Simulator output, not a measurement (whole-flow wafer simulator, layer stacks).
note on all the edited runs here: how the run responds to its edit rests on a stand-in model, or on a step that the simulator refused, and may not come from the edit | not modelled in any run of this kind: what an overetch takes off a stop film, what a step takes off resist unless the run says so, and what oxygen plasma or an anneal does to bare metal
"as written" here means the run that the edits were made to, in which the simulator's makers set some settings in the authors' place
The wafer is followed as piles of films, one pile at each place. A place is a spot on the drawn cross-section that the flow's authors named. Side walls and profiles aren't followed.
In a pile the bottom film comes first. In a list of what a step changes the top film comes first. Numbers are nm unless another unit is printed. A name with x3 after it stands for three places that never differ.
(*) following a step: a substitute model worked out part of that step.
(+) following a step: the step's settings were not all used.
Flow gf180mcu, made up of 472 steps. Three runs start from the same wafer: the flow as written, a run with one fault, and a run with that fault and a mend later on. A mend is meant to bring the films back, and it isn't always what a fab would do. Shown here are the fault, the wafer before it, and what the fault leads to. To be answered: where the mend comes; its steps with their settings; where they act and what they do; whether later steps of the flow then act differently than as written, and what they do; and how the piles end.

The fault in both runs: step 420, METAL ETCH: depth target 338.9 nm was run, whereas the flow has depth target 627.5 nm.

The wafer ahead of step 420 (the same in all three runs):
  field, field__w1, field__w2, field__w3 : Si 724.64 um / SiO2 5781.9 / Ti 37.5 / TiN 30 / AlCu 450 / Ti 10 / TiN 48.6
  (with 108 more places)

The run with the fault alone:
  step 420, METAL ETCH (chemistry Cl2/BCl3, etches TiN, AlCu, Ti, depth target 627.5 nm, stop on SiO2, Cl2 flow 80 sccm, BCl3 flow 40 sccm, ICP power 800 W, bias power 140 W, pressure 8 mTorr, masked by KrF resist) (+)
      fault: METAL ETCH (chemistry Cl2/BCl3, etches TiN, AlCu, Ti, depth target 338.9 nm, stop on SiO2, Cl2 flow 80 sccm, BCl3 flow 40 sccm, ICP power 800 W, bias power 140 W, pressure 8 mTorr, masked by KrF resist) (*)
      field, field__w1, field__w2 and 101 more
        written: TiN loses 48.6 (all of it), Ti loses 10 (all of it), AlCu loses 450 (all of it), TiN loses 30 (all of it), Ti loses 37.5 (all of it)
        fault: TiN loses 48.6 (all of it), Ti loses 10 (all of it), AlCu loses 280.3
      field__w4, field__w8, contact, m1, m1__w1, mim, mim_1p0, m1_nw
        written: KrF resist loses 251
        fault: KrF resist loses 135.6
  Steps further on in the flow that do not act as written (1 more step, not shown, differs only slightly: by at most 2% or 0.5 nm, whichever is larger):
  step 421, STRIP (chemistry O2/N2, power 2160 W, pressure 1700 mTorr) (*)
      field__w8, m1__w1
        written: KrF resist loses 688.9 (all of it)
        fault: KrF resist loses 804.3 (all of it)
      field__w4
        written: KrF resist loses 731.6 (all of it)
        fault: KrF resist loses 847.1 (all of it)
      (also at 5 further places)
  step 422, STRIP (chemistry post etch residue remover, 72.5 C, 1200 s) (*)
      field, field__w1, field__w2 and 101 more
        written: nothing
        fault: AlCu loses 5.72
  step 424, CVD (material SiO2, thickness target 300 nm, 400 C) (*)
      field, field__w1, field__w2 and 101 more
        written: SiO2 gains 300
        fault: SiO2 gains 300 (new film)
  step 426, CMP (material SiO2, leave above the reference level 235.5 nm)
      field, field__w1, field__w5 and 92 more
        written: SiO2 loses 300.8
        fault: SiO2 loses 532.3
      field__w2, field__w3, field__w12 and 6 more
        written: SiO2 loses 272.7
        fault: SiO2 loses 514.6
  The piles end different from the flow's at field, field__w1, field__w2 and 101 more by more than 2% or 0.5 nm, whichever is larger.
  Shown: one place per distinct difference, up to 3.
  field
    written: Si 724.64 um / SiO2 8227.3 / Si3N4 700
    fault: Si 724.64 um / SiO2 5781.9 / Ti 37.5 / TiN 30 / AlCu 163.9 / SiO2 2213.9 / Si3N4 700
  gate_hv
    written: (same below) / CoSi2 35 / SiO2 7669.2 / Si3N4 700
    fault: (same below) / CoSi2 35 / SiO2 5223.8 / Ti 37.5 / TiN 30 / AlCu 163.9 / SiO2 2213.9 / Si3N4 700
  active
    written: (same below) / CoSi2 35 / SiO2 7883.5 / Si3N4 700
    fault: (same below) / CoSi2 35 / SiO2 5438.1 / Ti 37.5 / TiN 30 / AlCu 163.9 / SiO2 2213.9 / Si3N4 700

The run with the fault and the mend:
  After step 420 comes the mend.
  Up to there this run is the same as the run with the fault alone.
  step 420a, METAL ETCH (chemistry Cl2/BCl3, etches TiN, AlCu, Ti, depth target 288.6 nm, stop on SiO2, Cl2 flow 80 sccm, BCl3 flow 40 sccm, ICP power 800 W, bias power 140 W, pressure 8 mTorr, masked by KrF resist) (+) (the flow's step 420, run once more with other settings)
      field, field__w1, field__w2 and 101 more
        AlCu loses 169.7 (all of it), TiN loses 30 (all of it), Ti loses 37.5 (all of it)
      field__w4, field__w8, contact, m1, m1__w1, mim, mim_1p0, m1_nw
        KrF resist loses 115.4
  Every later step of the flow that is run acts as written at every place that is followed.
  The piles end the same as the flow's at every place that both follow.
